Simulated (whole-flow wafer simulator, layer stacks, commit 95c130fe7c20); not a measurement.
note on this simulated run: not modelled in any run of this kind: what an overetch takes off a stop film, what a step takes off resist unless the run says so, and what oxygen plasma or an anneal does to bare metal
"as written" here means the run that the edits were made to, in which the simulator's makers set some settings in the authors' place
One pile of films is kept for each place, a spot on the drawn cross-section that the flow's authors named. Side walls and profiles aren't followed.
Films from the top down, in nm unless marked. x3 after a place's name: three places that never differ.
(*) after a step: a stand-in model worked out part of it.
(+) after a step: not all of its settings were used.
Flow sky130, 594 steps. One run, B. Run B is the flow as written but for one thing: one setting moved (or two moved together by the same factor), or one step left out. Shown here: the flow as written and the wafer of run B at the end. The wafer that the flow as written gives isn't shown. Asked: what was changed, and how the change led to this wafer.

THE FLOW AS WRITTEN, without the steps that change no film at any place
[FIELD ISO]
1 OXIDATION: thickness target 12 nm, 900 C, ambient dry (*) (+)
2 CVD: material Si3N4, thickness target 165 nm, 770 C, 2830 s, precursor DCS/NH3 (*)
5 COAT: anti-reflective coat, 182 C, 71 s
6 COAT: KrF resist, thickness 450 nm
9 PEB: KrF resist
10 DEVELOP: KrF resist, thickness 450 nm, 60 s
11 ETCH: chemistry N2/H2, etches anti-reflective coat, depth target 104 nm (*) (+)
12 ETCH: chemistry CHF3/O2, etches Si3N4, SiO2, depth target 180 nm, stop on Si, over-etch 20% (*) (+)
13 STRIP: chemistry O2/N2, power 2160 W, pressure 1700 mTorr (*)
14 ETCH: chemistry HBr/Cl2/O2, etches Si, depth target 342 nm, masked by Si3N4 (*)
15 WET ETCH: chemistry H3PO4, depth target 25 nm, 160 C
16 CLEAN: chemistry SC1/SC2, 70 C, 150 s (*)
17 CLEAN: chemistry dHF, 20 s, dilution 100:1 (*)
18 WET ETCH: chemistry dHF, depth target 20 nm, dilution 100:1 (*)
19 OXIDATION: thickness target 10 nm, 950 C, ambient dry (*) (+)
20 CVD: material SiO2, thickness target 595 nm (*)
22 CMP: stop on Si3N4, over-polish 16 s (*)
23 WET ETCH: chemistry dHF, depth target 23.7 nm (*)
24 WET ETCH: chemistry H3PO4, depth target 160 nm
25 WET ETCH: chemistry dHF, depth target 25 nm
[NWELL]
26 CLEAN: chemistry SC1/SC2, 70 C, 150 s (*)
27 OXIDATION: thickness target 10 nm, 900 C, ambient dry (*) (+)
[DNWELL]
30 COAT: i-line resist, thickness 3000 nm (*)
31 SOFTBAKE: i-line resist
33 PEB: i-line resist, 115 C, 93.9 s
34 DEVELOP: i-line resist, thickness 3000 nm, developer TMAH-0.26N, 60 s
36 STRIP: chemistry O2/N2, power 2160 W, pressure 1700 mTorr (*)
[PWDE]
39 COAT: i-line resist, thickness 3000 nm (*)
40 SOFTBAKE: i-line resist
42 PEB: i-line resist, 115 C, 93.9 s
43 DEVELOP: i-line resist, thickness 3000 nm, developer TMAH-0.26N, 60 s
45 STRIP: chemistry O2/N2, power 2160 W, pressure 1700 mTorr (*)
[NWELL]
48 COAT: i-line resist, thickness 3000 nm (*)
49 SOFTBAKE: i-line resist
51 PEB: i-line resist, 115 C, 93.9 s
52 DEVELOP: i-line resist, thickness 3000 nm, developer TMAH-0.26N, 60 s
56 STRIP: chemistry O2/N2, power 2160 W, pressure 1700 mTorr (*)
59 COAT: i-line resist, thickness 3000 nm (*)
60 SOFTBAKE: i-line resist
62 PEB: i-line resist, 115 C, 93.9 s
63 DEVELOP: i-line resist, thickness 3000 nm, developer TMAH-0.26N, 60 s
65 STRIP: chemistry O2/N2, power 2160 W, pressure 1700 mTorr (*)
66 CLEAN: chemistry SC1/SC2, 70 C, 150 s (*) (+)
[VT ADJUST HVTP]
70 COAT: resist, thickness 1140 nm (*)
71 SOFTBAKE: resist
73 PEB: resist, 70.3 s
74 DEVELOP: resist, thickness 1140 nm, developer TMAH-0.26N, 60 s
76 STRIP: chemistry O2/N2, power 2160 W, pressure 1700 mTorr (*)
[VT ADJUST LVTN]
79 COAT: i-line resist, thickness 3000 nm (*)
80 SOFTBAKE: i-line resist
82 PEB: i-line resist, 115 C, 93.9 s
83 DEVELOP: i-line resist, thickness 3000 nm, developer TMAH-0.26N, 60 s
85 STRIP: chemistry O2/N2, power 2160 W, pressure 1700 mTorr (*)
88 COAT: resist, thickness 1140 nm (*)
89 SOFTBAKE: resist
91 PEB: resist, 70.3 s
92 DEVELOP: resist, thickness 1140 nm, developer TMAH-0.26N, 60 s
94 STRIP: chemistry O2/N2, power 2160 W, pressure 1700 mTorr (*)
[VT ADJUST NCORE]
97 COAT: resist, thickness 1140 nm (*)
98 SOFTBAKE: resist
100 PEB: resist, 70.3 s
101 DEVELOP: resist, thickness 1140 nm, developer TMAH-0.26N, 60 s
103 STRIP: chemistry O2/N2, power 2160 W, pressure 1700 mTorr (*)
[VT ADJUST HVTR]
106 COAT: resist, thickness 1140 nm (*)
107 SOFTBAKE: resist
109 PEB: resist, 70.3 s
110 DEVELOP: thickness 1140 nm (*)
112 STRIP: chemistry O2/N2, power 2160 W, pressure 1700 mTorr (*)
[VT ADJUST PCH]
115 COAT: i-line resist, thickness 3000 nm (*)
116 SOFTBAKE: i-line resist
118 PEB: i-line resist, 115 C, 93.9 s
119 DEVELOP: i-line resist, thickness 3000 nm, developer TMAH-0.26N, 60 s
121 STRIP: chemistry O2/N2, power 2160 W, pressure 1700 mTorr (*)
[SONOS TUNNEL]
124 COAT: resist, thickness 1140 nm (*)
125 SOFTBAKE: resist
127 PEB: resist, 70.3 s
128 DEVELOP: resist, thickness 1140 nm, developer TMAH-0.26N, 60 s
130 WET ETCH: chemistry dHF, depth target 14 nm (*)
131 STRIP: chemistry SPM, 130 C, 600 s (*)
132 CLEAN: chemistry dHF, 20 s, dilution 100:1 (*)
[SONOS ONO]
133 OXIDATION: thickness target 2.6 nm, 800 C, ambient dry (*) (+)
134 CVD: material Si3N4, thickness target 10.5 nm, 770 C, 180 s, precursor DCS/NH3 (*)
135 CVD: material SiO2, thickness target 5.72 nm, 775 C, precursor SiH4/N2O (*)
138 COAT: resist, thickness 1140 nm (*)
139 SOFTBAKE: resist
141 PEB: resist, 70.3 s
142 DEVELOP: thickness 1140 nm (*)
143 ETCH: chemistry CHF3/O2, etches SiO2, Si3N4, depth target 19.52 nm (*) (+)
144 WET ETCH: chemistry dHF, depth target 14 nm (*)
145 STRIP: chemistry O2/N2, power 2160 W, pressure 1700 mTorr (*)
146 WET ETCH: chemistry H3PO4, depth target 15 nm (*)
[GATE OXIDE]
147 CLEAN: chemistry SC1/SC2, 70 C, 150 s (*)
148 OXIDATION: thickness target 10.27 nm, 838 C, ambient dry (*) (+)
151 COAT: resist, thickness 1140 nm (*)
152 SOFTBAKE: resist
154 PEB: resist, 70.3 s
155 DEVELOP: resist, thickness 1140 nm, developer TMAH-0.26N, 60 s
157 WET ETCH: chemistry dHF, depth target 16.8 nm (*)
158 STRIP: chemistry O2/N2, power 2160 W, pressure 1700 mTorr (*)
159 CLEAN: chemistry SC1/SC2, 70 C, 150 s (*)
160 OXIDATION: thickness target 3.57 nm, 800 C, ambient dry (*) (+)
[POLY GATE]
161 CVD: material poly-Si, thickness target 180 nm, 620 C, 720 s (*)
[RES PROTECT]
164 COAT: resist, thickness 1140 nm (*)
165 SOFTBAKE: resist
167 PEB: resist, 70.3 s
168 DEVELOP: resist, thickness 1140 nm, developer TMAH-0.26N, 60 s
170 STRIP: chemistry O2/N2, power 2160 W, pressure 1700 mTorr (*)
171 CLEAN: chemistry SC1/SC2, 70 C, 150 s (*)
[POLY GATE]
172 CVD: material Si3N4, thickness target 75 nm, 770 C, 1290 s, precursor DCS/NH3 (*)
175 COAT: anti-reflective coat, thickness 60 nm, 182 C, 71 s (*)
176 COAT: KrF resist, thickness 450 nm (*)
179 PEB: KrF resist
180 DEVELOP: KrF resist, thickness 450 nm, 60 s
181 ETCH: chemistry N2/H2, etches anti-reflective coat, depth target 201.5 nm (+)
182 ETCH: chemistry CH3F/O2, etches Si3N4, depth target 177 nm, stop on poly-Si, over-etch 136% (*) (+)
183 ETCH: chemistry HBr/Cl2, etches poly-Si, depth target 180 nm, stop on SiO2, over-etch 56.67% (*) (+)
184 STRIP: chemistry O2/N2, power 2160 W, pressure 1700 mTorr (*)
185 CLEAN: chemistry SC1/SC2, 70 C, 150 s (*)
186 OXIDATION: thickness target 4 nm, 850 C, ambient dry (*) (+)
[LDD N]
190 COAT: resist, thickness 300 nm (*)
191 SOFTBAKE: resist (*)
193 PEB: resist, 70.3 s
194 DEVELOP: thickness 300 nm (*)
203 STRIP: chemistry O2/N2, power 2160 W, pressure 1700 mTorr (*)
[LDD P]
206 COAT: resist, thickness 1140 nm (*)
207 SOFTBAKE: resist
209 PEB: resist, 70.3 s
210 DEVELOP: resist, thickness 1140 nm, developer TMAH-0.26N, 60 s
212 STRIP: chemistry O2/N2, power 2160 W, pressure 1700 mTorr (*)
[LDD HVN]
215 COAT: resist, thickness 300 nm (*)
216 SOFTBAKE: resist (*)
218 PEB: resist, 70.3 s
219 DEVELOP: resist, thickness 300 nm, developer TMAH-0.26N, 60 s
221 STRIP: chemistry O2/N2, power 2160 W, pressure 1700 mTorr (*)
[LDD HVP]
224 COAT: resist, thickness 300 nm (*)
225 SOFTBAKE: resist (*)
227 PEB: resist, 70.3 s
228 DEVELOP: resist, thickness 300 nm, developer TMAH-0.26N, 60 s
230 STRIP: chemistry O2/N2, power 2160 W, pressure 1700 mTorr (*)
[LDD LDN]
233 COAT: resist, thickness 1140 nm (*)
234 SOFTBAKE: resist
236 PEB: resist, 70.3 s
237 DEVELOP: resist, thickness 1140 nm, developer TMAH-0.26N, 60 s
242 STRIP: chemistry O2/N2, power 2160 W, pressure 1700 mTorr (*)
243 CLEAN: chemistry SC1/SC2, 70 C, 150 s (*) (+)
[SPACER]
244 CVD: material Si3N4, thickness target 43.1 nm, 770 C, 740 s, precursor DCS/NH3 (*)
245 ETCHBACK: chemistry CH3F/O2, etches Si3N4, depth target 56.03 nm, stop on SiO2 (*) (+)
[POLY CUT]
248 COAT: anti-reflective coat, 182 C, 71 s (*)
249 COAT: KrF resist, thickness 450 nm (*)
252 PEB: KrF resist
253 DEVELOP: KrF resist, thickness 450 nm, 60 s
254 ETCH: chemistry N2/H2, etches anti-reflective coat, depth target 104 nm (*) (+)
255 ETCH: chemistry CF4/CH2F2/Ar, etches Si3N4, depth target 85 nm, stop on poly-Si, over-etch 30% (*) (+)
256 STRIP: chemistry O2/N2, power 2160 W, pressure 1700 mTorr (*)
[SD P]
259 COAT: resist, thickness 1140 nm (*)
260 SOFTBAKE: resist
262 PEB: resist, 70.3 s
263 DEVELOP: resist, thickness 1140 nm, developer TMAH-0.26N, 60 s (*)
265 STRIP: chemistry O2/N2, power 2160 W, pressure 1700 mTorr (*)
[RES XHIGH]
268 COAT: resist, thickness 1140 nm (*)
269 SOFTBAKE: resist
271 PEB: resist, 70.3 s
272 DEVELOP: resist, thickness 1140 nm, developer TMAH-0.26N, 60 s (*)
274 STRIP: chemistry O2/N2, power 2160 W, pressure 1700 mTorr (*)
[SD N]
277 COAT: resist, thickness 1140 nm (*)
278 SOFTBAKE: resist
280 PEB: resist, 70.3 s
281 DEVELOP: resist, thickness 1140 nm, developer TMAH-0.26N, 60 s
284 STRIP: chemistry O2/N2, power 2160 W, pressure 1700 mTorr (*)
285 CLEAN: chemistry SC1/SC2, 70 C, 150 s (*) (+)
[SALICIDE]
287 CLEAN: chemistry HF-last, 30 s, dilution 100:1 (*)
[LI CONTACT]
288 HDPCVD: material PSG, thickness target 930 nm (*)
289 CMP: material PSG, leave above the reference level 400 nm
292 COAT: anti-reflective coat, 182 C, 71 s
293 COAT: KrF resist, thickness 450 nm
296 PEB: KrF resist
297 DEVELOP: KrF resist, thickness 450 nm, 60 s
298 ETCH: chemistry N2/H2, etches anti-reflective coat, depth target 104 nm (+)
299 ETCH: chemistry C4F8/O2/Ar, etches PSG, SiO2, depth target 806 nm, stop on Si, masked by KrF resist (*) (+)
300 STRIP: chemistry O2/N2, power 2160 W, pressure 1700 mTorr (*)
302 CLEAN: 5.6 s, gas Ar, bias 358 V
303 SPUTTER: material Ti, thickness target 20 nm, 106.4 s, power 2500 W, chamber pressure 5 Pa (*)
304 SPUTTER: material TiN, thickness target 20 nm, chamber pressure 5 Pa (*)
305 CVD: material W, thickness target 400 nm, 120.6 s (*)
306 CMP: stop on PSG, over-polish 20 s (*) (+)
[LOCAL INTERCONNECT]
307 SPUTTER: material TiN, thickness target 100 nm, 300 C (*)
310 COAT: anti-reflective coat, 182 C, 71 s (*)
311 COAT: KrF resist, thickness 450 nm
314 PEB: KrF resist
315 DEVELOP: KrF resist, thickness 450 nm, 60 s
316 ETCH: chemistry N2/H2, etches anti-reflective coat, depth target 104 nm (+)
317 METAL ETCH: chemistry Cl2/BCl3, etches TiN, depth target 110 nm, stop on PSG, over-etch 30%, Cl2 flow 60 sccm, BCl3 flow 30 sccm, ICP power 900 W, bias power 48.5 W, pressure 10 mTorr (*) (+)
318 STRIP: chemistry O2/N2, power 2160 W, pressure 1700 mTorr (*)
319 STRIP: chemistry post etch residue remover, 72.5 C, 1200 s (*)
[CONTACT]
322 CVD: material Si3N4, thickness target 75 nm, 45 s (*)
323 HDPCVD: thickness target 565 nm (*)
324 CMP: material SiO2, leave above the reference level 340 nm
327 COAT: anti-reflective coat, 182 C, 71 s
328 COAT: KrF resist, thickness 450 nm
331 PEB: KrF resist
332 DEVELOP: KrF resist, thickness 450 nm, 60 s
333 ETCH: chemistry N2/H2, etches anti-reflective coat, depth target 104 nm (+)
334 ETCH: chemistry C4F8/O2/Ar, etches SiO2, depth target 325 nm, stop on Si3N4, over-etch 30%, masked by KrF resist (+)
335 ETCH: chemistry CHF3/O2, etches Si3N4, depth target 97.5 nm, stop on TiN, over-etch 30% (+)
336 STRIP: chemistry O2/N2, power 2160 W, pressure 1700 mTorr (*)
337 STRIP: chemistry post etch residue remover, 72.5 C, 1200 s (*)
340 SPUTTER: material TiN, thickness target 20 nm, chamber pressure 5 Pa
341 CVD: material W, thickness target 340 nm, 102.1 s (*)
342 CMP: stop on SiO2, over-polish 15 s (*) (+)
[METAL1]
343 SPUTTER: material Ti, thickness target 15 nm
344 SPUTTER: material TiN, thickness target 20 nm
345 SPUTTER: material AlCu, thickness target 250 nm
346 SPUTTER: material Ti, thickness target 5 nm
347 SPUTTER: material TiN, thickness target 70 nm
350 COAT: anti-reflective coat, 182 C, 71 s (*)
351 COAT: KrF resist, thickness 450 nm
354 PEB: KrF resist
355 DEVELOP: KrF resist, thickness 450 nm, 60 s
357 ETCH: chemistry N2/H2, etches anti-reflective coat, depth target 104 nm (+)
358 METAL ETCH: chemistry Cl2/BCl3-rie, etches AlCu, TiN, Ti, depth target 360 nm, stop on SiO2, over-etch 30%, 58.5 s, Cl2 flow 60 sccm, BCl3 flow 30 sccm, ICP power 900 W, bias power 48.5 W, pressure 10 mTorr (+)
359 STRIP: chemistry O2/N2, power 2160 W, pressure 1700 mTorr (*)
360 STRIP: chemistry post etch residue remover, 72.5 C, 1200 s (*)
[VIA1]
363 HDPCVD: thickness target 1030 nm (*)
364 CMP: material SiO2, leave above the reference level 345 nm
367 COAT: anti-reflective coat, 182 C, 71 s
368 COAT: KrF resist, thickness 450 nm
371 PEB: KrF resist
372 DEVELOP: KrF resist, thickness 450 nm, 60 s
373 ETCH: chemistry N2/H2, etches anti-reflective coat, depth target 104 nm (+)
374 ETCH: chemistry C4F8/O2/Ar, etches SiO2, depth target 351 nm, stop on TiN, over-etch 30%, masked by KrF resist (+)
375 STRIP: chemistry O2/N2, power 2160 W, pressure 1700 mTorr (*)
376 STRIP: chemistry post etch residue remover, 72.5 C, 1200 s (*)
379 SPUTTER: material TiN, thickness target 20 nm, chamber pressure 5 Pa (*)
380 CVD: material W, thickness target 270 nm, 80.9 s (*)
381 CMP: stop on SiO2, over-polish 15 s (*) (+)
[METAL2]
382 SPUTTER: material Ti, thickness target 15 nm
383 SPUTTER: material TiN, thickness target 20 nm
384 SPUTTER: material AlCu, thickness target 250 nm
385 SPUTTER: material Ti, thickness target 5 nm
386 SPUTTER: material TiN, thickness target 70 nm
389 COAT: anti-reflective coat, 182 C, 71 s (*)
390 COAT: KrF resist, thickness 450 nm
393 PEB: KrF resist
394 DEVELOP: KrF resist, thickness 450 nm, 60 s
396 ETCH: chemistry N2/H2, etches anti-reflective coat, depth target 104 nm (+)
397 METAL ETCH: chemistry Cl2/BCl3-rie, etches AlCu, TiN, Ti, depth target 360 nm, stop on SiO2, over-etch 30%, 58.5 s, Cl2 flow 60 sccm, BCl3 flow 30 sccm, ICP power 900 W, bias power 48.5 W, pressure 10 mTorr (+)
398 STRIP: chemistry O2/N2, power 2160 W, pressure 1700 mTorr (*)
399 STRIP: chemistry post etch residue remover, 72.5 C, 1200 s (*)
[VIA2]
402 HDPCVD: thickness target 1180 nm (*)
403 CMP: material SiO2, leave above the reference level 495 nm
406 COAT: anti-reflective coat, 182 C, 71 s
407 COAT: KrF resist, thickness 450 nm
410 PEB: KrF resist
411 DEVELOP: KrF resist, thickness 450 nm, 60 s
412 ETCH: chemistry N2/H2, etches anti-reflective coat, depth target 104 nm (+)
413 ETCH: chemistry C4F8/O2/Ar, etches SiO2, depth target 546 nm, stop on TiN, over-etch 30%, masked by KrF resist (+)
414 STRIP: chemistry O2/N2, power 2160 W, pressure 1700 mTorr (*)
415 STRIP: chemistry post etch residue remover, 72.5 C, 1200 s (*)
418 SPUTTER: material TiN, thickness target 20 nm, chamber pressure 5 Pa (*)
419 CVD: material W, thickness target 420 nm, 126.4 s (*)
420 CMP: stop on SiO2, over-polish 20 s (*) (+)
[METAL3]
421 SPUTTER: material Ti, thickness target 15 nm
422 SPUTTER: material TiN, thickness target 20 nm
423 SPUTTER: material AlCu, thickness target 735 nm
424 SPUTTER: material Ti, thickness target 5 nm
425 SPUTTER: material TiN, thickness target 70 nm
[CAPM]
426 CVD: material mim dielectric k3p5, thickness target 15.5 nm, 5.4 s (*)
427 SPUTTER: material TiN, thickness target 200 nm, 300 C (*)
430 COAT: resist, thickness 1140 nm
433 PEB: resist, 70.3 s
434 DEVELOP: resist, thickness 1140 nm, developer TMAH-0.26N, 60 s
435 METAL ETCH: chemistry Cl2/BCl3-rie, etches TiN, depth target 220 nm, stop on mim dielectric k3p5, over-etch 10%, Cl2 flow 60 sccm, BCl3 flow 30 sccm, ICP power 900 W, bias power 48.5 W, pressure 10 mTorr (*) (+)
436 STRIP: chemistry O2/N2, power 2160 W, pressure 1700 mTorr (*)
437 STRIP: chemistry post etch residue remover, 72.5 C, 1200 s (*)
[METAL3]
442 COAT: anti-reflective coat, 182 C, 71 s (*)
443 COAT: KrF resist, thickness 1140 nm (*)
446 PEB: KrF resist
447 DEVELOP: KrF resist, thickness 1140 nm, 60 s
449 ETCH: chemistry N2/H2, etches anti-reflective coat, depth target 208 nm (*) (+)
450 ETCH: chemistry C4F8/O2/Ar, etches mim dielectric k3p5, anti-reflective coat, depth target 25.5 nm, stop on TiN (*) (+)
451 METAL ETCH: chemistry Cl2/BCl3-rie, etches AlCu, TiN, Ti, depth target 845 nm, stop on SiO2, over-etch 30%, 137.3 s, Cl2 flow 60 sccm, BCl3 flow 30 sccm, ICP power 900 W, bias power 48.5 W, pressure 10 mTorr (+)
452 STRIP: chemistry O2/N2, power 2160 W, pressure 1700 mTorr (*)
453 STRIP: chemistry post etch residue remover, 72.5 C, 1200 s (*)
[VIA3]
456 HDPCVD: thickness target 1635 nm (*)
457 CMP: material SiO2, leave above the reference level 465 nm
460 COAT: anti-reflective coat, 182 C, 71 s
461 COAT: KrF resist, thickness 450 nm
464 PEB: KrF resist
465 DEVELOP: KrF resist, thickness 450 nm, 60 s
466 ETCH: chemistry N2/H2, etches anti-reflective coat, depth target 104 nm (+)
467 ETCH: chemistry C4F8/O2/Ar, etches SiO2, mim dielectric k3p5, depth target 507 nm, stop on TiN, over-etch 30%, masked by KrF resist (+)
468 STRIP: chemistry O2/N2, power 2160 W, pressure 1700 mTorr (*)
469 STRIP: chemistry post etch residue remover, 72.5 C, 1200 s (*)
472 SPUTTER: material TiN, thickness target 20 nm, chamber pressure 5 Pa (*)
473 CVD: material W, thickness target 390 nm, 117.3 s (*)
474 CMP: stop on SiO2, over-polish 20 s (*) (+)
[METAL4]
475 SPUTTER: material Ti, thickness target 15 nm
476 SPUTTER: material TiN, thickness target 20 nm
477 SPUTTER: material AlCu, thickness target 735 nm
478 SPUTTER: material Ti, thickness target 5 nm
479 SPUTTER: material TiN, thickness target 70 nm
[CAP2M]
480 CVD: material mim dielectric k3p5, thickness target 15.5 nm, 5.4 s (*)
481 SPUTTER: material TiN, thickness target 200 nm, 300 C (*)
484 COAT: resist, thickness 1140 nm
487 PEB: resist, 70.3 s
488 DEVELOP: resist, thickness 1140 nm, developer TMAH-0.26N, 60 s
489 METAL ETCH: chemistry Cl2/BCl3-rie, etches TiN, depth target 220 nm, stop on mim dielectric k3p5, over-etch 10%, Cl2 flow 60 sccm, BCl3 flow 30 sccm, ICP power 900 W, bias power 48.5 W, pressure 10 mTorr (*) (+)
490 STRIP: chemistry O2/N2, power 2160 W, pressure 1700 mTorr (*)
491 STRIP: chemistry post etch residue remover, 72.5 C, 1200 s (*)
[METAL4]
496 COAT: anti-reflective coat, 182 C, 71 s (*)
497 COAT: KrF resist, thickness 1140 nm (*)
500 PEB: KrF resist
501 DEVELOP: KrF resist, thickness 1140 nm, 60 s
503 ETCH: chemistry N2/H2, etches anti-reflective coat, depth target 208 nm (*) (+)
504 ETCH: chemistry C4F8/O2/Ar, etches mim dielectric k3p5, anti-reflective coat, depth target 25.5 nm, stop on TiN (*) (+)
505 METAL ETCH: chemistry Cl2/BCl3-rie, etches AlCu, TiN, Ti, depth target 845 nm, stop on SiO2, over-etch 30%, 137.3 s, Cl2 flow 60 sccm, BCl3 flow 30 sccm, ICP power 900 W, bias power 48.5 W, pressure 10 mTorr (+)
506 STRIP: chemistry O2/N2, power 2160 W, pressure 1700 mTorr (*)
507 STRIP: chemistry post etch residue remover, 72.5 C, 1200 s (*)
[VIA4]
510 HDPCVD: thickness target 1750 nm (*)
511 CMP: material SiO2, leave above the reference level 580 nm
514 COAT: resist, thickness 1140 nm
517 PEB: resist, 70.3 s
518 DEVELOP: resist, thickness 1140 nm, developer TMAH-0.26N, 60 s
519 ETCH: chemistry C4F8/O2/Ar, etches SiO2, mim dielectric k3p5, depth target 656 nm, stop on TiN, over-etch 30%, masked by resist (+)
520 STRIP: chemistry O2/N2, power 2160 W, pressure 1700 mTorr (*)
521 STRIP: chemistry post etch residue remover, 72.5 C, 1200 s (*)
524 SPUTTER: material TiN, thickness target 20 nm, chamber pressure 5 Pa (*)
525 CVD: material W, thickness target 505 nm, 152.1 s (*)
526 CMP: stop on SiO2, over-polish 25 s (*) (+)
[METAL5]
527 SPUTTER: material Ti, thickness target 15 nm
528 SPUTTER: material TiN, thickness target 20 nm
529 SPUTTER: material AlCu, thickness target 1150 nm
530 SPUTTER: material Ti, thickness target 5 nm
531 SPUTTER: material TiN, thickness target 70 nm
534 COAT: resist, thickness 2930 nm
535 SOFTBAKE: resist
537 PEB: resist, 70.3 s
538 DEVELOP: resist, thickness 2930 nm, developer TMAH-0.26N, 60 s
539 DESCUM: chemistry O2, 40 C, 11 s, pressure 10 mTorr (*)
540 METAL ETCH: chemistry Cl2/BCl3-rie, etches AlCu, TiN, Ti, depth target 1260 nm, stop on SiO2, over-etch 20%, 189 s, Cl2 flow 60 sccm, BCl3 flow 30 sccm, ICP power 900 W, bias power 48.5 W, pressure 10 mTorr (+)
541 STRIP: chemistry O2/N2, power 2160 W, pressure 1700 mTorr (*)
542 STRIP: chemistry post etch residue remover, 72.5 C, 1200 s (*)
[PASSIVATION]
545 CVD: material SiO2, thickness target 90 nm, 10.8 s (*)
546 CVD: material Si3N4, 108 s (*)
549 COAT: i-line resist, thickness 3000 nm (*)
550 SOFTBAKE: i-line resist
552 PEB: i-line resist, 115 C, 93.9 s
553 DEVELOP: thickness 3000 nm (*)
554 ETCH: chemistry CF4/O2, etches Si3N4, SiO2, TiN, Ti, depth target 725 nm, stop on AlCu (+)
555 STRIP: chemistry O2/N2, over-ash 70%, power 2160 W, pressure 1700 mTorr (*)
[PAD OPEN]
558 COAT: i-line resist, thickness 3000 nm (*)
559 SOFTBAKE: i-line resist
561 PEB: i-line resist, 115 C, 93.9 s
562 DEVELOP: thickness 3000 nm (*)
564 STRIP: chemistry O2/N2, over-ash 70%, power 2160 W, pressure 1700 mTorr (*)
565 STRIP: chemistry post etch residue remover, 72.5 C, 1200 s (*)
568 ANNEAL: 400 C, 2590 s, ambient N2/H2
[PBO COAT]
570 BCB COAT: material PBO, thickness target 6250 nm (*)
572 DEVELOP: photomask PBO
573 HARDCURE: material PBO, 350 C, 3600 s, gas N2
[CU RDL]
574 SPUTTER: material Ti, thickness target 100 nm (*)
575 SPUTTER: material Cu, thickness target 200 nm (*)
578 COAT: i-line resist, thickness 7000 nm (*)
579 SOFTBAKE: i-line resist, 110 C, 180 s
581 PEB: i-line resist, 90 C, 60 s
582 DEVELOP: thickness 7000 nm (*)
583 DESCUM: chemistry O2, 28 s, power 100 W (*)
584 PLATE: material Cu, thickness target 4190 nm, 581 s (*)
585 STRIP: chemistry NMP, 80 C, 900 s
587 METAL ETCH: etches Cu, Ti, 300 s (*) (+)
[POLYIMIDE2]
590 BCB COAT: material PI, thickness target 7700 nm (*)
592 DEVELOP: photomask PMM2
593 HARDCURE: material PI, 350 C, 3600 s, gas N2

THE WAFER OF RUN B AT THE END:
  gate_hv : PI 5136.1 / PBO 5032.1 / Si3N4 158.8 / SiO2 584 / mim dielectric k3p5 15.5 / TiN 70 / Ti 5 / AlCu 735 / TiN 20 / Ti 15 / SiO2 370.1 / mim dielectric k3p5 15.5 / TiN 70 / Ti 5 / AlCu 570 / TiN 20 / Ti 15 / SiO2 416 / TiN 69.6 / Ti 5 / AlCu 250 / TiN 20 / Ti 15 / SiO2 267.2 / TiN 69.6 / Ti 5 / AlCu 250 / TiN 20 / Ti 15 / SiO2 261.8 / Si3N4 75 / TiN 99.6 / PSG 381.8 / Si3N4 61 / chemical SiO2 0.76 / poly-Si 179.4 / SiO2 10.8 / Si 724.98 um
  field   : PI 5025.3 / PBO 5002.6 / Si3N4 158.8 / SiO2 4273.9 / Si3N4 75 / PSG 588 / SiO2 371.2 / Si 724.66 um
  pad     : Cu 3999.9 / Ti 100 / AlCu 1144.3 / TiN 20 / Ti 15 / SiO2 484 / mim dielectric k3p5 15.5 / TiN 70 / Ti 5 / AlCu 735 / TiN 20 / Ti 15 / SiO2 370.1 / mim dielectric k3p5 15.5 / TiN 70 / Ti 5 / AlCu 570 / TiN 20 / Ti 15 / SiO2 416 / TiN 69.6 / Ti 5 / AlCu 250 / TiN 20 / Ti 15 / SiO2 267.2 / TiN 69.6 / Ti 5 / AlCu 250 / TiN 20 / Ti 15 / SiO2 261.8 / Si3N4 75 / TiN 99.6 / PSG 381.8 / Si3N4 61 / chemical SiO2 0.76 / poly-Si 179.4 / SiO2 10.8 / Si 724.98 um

The cause: step 423, SPUTTER: thickness target 570 nm was run, where the flow has thickness target 735 nm.
It can be read off the wafer: gate_hv has AlCu 570, and step 423 as written asks for 735 nm.

How the change led to this, step by step:
  423 SPUTTER: material AlCu, thickness target 735 nm
      field, active, n_well and 188 more: AlCu +570 (new film) (as written it would be: AlCu +735 (new film))
  451 METAL ETCH: chemistry Cl2/BCl3-rie, etches AlCu, TiN, Ti, depth target 845 nm, stop on SiO2, over-etch 30%, 137.3 s, Cl2 flow 60 sccm, BCl3 flow 30 sccm, ICP power 900 W, bias power 48.5 W, pressure 10 mTorr (+)
      field, gate, spacer and 68 more: TiN -70 (all of it), Ti -5 (all of it), AlCu -570 (all of it), TiN -20 (all of it), Ti -15 (all of it), SiO2 -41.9 (as written it would be: TiN -70 (all of it), Ti -5 (all of it), AlCu -735 (all of it), TiN -20 (all of it), Ti -15 (all of it), SiO2 -25.4)
      active, vpp_ln, vpp_iso2 and 11 more: TiN -70 (all of it), Ti -5 (all of it), AlCu -570 (all of it), TiN -20 (all of it), Ti -15 (all of it), SiO2 -41.8 (as written it would be: TiN -70 (all of it), Ti -5 (all of it), AlCu -735 (all of it), TiN -20 (all of it), Ti -15 (all of it), SiO2 -25.3)
  457 CMP: material SiO2, leave above the reference level 465 nm
      field, active, gate and 82 more: SiO2 -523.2 (as written it would be: SiO2 -374.7)
